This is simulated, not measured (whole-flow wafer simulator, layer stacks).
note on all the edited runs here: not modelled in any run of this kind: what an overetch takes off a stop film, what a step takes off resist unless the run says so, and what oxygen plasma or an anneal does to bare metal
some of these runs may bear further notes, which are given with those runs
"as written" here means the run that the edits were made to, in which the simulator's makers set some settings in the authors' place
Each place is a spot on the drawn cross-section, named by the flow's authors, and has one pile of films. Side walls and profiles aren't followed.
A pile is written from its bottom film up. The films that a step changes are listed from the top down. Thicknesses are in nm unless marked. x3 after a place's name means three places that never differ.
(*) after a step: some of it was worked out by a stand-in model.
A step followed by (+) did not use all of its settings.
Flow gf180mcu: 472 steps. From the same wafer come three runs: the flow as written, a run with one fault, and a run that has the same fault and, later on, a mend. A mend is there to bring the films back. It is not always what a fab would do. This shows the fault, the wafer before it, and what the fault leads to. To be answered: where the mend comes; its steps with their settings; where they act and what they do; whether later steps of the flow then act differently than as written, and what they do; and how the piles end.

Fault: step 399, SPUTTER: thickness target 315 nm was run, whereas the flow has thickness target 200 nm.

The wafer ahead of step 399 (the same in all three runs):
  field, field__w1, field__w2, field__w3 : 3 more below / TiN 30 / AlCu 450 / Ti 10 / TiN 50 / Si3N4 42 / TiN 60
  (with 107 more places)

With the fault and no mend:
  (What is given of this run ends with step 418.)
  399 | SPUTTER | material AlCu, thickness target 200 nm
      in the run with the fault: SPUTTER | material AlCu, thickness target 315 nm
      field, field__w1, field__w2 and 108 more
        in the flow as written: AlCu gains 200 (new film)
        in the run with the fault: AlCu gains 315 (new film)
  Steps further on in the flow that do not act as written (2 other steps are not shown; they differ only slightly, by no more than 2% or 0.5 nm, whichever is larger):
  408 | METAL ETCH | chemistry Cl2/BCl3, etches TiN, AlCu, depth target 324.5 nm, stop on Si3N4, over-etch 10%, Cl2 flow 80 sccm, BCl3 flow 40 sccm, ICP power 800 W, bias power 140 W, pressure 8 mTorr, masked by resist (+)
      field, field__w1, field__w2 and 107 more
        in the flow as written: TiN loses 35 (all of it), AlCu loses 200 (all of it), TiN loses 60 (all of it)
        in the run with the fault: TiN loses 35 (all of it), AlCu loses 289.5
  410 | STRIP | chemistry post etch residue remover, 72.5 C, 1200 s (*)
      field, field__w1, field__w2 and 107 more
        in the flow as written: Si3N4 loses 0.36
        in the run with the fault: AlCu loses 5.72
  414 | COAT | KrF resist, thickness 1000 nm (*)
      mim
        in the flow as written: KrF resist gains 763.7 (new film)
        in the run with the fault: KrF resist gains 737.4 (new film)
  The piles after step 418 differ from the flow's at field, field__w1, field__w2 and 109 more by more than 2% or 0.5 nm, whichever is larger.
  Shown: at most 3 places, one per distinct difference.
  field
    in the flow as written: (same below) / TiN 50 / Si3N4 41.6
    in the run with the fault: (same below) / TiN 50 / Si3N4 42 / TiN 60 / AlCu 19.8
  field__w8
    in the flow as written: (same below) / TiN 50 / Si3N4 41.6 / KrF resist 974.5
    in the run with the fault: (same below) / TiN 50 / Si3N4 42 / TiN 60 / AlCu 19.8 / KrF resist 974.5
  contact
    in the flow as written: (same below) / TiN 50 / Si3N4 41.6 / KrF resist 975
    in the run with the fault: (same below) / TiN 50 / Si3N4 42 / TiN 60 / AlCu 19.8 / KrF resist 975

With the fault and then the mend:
  The mend stands after step 399.
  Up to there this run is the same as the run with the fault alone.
  399a | METAL ETCH | chemistry Cl2/BCl3, etches TiN, AlCu, Ti, depth target 115 nm, Cl2 flow 80 sccm, BCl3 flow 40 sccm, ICP power 800 W, bias power 140 W, pressure 8 mTorr (a further turn of the flow's step 260, with different settings)
      field, field__w1, field__w2 and 108 more
        AlCu loses 115
  Later steps of the flow that are run all act as written at every place that is followed.
  By the end, the piles equal the flow's at every place that both follow.
